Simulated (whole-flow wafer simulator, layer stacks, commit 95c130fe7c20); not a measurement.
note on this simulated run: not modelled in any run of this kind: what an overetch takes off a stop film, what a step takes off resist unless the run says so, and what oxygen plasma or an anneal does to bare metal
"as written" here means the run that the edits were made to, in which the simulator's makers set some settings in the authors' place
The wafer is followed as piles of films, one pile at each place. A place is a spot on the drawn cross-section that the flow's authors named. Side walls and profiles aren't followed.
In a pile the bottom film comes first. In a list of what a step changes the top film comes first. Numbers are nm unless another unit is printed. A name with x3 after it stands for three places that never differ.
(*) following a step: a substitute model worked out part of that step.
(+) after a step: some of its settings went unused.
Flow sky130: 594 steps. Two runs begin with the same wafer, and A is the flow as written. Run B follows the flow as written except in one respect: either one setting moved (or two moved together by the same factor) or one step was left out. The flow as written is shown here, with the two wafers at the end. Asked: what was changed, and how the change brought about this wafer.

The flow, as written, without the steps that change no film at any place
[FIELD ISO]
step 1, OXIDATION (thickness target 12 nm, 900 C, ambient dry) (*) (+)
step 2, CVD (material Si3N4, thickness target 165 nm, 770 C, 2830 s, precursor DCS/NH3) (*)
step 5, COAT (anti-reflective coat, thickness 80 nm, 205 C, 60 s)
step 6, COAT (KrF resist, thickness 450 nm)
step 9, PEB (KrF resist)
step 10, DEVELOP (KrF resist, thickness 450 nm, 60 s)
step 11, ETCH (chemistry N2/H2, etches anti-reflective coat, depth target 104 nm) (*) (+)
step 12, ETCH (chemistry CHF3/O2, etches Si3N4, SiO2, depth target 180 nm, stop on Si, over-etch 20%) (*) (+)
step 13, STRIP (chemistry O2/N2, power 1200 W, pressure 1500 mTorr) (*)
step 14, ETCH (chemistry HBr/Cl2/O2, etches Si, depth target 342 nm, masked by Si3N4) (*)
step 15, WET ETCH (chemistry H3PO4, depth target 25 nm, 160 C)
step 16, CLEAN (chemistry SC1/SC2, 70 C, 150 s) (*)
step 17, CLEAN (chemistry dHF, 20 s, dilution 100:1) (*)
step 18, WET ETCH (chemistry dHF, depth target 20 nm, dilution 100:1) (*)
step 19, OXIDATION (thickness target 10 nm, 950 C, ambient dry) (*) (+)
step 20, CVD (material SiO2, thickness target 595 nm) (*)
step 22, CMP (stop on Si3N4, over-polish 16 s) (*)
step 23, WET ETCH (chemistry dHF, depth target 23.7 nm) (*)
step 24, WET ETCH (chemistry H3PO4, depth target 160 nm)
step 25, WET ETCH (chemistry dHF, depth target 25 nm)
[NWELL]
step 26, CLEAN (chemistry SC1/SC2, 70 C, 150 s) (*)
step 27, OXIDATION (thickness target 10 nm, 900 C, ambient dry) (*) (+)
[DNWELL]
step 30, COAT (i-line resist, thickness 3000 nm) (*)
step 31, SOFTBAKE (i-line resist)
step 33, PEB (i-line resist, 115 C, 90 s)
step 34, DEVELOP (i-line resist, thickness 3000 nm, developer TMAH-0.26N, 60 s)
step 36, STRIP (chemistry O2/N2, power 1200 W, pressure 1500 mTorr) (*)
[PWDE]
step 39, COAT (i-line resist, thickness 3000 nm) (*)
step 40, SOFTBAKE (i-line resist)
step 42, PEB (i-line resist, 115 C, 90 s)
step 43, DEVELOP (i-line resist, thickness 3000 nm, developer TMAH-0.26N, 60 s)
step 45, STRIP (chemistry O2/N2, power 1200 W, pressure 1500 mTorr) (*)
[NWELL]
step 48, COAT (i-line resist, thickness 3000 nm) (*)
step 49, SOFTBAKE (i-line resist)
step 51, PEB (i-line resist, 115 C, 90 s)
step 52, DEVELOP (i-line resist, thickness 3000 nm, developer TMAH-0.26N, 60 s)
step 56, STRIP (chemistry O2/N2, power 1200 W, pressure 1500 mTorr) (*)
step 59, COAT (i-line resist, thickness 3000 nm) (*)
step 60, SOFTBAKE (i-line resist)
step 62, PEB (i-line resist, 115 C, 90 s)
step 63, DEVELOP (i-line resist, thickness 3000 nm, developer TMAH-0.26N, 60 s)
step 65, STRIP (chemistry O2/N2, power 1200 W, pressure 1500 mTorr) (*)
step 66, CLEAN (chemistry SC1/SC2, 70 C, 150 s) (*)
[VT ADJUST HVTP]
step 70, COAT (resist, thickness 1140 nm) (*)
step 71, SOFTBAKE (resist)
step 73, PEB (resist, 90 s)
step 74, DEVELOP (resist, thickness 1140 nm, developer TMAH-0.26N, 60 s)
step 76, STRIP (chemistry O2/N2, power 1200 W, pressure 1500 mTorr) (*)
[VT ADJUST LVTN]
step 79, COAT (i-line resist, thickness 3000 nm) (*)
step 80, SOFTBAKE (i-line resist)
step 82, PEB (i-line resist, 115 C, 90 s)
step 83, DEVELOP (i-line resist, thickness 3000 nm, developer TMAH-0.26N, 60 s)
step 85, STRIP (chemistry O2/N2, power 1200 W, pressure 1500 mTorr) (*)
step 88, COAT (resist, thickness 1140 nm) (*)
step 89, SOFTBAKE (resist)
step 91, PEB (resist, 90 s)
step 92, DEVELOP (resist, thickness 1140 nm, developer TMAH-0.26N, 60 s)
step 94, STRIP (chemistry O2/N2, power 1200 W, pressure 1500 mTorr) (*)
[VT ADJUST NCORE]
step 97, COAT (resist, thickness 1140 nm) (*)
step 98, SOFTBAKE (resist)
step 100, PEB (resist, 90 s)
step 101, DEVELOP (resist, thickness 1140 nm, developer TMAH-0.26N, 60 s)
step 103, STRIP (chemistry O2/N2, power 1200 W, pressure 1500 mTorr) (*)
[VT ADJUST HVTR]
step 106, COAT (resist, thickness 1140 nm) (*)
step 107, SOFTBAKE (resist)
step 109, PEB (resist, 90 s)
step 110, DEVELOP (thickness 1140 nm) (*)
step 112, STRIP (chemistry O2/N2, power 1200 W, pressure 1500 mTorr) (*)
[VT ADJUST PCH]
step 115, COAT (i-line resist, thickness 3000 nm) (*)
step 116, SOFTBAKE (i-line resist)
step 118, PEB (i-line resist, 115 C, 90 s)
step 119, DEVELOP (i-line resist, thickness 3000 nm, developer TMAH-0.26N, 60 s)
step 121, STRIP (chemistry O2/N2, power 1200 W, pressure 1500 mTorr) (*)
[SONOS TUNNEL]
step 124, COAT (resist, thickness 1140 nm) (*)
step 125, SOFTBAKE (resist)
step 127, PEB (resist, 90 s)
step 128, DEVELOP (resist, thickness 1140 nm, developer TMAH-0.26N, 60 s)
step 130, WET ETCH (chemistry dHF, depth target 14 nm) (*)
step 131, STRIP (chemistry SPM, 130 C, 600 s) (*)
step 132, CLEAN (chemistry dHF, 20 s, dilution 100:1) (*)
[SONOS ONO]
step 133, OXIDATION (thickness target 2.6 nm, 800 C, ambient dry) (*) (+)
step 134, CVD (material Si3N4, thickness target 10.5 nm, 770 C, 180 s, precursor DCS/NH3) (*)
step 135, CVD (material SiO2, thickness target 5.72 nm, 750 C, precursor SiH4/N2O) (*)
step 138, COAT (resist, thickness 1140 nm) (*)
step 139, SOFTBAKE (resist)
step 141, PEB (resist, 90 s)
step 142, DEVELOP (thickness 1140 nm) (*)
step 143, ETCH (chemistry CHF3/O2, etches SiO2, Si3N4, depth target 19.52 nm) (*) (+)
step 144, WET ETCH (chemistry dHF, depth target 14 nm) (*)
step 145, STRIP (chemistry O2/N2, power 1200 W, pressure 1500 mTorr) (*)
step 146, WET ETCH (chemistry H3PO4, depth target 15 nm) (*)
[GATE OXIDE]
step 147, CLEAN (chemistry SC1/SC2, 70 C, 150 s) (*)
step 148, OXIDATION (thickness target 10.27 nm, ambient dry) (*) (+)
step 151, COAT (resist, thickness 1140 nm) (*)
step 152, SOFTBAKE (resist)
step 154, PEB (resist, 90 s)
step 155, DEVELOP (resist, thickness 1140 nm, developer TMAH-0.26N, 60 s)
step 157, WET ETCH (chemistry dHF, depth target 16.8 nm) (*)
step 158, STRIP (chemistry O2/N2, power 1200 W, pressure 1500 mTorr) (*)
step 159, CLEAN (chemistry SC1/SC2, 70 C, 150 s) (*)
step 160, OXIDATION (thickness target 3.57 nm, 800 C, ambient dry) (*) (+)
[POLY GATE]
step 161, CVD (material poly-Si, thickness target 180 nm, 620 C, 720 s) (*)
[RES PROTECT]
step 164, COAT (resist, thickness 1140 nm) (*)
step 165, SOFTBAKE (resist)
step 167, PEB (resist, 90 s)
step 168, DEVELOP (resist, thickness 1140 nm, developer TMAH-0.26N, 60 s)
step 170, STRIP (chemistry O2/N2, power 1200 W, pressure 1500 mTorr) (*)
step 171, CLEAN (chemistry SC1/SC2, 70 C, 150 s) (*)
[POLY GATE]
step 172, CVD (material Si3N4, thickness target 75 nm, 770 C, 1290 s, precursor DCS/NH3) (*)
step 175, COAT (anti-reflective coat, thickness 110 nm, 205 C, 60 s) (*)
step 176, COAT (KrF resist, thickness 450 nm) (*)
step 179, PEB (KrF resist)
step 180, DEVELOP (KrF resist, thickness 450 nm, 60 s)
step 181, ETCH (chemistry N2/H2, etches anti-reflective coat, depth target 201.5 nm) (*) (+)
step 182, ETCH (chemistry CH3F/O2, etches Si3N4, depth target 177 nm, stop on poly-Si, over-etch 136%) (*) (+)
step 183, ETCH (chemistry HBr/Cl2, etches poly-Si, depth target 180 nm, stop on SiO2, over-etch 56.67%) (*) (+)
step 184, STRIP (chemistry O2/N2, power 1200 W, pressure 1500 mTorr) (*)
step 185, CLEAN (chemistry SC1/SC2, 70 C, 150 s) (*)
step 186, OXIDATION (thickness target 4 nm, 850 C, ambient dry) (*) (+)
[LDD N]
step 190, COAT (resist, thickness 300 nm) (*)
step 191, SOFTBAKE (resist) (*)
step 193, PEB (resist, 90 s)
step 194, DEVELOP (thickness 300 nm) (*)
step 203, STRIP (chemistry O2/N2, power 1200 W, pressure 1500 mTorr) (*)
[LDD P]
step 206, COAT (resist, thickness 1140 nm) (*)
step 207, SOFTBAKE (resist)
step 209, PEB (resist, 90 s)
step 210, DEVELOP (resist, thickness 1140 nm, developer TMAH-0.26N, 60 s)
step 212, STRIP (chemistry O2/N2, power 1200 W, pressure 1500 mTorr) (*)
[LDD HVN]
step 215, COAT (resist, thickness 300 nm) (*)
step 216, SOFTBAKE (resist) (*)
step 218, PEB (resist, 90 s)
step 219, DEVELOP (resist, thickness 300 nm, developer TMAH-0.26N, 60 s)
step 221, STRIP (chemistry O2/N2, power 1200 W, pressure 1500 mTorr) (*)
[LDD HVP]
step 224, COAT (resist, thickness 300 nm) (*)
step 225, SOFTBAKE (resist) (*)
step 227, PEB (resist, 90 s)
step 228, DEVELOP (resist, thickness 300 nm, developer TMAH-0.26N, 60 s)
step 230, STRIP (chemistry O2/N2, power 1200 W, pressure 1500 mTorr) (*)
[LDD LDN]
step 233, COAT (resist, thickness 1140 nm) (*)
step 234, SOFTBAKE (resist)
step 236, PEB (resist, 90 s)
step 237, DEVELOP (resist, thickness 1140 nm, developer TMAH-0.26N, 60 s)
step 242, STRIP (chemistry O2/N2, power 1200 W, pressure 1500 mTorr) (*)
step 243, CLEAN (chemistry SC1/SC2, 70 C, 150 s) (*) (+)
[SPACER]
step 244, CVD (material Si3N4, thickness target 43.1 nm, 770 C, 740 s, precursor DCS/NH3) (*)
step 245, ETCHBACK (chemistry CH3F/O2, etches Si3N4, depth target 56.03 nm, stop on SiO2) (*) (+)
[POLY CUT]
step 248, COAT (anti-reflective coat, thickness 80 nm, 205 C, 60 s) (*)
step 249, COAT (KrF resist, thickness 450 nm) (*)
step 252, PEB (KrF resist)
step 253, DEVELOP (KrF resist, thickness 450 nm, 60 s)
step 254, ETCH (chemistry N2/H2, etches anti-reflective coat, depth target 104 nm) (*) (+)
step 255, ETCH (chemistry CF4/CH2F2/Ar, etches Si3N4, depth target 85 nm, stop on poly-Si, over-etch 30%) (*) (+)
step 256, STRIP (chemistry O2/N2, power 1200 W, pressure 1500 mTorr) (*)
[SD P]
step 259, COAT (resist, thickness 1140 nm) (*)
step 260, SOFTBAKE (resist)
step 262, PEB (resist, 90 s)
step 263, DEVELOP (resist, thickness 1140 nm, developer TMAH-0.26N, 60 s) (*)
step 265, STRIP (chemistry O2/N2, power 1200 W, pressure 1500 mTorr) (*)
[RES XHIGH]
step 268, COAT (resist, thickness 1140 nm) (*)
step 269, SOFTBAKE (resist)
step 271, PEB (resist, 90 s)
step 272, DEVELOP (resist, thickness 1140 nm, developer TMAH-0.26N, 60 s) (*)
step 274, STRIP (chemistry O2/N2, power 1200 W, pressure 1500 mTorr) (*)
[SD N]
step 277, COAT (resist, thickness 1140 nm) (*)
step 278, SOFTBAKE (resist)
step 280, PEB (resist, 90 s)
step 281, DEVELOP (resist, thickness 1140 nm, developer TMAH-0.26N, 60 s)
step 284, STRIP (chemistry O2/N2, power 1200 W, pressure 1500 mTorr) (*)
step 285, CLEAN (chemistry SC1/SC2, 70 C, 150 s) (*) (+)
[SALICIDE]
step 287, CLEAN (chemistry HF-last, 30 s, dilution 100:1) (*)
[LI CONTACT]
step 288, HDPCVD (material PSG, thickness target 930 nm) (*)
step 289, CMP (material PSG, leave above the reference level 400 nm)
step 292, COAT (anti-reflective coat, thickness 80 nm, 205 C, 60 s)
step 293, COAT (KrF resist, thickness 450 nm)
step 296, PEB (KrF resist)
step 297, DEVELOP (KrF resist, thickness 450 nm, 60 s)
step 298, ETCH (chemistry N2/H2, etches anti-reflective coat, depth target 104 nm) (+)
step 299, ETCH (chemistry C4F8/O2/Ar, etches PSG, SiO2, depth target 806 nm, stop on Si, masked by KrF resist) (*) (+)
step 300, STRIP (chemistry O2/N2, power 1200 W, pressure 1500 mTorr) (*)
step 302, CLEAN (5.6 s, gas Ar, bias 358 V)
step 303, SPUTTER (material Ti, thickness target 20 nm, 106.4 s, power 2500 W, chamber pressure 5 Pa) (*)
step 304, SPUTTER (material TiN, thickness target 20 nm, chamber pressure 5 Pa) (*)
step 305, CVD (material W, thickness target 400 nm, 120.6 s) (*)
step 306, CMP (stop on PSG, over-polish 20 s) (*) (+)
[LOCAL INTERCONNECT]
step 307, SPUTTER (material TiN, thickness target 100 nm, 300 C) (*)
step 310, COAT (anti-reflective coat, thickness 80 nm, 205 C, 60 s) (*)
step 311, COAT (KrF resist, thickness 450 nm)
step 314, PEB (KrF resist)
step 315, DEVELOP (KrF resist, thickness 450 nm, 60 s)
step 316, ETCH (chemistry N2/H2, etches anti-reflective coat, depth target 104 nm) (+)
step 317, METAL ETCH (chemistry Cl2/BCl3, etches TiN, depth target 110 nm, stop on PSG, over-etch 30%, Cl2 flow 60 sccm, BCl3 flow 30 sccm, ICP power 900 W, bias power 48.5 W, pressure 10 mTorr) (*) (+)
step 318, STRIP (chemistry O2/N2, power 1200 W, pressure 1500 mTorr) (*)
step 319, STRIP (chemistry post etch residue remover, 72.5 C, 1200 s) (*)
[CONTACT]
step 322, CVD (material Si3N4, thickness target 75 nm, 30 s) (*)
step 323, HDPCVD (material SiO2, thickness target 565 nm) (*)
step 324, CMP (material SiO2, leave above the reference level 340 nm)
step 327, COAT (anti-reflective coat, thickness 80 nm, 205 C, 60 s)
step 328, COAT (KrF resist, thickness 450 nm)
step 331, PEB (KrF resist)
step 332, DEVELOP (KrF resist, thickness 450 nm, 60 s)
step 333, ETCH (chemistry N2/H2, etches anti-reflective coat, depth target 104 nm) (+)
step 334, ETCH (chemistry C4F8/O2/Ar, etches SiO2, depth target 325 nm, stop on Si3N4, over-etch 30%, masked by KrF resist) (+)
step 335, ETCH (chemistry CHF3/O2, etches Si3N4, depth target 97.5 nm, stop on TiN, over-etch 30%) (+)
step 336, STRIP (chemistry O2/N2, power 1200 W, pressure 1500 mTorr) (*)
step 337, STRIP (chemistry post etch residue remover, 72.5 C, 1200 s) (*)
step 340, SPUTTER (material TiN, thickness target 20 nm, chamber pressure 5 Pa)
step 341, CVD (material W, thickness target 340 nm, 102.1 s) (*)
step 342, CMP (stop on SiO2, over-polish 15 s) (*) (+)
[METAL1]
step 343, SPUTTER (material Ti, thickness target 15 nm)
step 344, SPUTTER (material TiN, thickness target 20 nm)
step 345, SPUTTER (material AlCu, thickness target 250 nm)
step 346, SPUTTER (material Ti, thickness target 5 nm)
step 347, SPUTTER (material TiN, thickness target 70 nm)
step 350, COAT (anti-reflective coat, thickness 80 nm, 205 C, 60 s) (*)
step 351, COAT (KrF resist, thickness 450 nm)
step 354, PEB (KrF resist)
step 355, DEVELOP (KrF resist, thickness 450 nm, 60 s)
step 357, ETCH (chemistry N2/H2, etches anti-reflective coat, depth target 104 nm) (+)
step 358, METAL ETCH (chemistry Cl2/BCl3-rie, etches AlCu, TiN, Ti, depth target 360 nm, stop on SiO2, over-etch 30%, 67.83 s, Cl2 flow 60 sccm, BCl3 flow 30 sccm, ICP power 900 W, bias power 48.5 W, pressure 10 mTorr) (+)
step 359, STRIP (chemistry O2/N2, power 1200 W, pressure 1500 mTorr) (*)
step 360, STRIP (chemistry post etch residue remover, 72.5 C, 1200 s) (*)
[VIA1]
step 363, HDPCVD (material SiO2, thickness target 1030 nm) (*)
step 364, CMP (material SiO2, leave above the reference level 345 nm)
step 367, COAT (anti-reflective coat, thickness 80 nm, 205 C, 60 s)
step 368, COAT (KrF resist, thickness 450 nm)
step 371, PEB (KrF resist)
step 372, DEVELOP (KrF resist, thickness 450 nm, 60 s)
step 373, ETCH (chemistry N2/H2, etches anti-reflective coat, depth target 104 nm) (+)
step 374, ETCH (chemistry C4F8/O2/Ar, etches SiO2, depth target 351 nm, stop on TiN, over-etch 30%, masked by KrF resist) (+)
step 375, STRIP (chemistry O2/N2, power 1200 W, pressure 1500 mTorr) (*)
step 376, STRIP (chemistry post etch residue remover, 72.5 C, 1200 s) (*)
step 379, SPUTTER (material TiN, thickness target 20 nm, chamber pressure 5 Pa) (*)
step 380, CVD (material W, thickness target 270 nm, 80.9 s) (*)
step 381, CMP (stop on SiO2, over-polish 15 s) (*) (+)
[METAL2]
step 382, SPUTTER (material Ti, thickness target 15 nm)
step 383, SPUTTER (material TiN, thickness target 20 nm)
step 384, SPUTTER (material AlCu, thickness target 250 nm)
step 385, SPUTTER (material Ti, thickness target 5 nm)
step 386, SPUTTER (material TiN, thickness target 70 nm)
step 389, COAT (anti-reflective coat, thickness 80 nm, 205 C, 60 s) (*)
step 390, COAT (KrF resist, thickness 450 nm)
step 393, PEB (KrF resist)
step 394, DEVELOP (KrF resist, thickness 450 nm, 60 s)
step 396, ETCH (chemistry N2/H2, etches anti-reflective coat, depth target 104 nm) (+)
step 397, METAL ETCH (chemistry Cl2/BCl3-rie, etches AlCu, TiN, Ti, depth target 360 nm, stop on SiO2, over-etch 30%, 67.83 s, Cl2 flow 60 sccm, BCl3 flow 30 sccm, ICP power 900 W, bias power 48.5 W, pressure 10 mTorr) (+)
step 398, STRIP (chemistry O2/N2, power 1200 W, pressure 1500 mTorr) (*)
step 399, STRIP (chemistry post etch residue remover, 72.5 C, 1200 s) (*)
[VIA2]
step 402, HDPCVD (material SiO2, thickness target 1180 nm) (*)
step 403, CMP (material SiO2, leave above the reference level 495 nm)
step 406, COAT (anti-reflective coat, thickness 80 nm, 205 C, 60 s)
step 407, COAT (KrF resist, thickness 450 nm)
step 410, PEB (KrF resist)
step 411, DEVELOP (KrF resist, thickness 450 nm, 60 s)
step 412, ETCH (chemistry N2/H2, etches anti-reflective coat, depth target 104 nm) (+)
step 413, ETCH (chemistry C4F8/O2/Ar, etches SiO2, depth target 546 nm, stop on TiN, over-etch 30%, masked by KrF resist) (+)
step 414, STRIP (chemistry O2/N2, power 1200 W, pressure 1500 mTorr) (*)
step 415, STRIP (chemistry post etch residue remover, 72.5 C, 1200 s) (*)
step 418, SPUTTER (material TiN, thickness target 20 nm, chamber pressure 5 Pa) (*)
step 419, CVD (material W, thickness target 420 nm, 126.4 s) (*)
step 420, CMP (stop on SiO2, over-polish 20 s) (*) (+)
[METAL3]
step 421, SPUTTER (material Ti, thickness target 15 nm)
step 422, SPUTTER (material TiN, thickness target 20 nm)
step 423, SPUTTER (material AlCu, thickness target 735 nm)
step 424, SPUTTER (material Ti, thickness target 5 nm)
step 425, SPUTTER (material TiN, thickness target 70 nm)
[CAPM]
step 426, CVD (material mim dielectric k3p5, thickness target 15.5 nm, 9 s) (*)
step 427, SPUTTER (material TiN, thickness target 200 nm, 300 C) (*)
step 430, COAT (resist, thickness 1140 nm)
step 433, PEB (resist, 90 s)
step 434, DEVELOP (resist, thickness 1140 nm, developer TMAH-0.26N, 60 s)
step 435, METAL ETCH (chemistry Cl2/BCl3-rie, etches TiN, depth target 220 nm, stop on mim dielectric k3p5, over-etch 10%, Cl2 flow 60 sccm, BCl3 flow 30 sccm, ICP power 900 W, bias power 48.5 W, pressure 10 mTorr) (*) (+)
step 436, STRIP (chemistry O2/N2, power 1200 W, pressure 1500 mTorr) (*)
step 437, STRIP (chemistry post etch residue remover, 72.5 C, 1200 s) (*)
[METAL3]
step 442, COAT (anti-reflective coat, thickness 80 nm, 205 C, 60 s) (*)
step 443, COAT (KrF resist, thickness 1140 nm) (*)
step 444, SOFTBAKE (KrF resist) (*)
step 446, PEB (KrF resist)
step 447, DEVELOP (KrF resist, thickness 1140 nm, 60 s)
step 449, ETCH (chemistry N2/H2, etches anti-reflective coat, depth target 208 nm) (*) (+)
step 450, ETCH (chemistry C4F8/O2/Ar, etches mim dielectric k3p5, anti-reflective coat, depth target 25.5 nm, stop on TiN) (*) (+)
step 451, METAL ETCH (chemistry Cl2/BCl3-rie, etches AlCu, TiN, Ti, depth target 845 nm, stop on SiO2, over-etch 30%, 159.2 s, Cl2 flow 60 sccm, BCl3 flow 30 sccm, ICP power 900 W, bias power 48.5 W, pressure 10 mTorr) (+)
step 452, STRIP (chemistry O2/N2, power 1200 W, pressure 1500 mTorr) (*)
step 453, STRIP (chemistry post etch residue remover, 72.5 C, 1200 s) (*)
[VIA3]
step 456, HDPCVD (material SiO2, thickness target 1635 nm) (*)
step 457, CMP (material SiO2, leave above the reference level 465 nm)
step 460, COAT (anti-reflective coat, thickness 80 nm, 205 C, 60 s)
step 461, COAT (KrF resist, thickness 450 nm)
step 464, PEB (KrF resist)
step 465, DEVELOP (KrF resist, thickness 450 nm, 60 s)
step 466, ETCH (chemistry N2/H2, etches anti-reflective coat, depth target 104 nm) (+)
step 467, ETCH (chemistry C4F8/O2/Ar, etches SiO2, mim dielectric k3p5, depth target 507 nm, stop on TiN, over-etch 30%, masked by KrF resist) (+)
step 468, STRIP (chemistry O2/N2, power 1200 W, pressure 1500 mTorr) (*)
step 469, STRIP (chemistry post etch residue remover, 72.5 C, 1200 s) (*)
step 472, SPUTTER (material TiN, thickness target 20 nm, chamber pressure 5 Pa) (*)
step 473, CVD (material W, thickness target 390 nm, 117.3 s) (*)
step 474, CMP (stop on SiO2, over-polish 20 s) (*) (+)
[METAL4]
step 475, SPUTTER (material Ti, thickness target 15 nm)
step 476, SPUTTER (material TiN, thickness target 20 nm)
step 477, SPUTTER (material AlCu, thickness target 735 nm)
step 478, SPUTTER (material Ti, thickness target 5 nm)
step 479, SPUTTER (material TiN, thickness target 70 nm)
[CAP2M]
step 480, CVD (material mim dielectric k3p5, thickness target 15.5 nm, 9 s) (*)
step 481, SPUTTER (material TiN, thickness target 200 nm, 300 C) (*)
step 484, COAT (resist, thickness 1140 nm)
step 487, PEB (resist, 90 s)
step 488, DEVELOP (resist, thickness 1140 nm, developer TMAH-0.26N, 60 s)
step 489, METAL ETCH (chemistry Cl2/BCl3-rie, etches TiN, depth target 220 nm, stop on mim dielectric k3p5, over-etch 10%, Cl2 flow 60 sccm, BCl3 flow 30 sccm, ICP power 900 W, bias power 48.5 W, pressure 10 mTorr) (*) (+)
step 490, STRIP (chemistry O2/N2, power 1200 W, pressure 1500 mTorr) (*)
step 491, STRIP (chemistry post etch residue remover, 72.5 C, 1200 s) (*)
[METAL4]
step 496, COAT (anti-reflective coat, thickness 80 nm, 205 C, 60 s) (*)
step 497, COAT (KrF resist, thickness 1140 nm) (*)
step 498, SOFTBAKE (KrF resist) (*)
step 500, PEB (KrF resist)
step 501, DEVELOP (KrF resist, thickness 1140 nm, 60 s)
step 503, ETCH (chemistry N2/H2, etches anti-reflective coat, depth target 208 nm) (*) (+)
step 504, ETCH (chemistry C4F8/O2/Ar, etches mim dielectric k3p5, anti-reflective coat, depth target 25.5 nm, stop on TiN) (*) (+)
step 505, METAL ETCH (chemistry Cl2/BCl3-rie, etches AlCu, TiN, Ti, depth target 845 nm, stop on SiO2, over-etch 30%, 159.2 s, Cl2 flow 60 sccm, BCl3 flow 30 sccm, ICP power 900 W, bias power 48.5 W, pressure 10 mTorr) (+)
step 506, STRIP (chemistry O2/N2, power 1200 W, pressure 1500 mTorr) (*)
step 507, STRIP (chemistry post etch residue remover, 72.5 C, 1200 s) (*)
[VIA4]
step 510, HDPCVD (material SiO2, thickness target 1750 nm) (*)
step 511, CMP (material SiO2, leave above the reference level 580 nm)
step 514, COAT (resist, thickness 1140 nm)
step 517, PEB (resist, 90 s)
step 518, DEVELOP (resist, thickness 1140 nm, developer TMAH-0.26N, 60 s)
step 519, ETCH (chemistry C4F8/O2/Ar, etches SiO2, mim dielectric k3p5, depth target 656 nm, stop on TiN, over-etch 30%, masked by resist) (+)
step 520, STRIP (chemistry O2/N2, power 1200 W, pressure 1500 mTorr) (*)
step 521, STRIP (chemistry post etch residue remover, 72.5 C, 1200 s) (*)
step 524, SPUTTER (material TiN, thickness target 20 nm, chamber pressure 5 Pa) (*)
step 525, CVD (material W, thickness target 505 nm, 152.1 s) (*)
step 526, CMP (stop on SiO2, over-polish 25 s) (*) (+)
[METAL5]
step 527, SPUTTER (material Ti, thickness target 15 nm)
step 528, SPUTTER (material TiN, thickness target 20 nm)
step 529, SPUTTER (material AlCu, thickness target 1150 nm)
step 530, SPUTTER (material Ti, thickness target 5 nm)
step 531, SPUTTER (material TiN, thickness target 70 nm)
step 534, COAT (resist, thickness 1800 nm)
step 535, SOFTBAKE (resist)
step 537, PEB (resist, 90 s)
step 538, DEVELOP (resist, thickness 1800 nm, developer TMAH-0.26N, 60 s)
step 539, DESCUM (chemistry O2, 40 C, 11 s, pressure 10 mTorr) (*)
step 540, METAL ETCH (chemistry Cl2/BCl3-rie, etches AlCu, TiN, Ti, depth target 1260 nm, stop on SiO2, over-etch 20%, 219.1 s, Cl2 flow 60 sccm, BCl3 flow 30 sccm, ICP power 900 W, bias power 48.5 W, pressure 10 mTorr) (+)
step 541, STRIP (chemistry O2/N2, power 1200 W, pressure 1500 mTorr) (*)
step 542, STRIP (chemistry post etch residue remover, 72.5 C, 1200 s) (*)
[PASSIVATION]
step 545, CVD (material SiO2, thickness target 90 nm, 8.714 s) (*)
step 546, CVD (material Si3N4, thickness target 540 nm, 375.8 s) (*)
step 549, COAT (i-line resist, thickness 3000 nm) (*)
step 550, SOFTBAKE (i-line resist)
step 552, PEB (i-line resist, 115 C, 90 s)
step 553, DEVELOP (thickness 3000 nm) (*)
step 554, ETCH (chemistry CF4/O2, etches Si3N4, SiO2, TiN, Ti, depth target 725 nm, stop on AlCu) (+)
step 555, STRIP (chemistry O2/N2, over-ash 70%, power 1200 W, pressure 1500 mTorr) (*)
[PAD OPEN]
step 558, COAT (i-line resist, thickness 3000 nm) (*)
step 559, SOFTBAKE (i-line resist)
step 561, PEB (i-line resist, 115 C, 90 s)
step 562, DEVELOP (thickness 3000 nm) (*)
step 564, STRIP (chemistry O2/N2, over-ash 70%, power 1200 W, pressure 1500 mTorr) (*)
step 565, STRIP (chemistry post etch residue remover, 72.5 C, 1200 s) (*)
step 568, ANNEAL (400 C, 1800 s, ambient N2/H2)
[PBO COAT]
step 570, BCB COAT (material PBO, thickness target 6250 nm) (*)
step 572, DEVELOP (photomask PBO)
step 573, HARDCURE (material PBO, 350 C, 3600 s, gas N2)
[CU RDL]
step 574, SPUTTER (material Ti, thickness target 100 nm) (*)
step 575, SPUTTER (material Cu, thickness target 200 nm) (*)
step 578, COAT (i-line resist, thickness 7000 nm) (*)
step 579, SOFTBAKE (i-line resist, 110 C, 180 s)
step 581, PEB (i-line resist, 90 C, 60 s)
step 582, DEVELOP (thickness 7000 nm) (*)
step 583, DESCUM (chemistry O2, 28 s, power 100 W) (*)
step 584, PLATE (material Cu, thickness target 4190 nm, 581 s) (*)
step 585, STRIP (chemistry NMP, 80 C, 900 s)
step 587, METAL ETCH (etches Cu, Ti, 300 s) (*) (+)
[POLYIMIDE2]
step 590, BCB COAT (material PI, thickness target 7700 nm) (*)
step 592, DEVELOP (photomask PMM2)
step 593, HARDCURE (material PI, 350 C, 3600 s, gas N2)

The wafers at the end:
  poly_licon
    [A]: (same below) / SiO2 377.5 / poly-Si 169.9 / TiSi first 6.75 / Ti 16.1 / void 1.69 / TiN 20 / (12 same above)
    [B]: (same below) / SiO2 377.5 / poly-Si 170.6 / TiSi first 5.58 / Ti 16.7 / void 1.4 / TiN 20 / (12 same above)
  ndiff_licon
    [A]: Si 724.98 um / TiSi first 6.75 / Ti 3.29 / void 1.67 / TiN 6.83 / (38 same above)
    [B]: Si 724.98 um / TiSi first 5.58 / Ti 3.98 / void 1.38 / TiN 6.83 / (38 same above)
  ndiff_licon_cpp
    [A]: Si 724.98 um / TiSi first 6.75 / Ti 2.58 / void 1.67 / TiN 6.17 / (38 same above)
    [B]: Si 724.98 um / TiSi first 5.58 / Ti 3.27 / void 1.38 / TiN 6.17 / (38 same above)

What caused this: step 568, ANNEAL: 720 s was run, while the flow as written has 1800 s.

The path from the change to this, step by step:
  step 568, ANNEAL (400 C, 1800 s, ambient N2/H2)
      poly_licon, rpo_hd_licon: A under 11 films: void gains 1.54 (new film), Ti loses 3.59, TiSi first gains 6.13 (new film), poly-Si loses 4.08 | B under 11 films: void gains 1.21 (new film), Ti loses 2.82, TiSi first gains 4.82 (new film), poly-Si loses 3.21
      ndiff_licon, ndiff_licon_cpp: A under 37 films: void gains 1.52 (new film), Ti loses 3.59, TiSi first gains 6.13 (new film), Si loses 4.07 | B under 37 films: void gains 1.19 (new film), Ti loses 2.82, TiSi first gains 4.82 (new film), Si loses 3.19
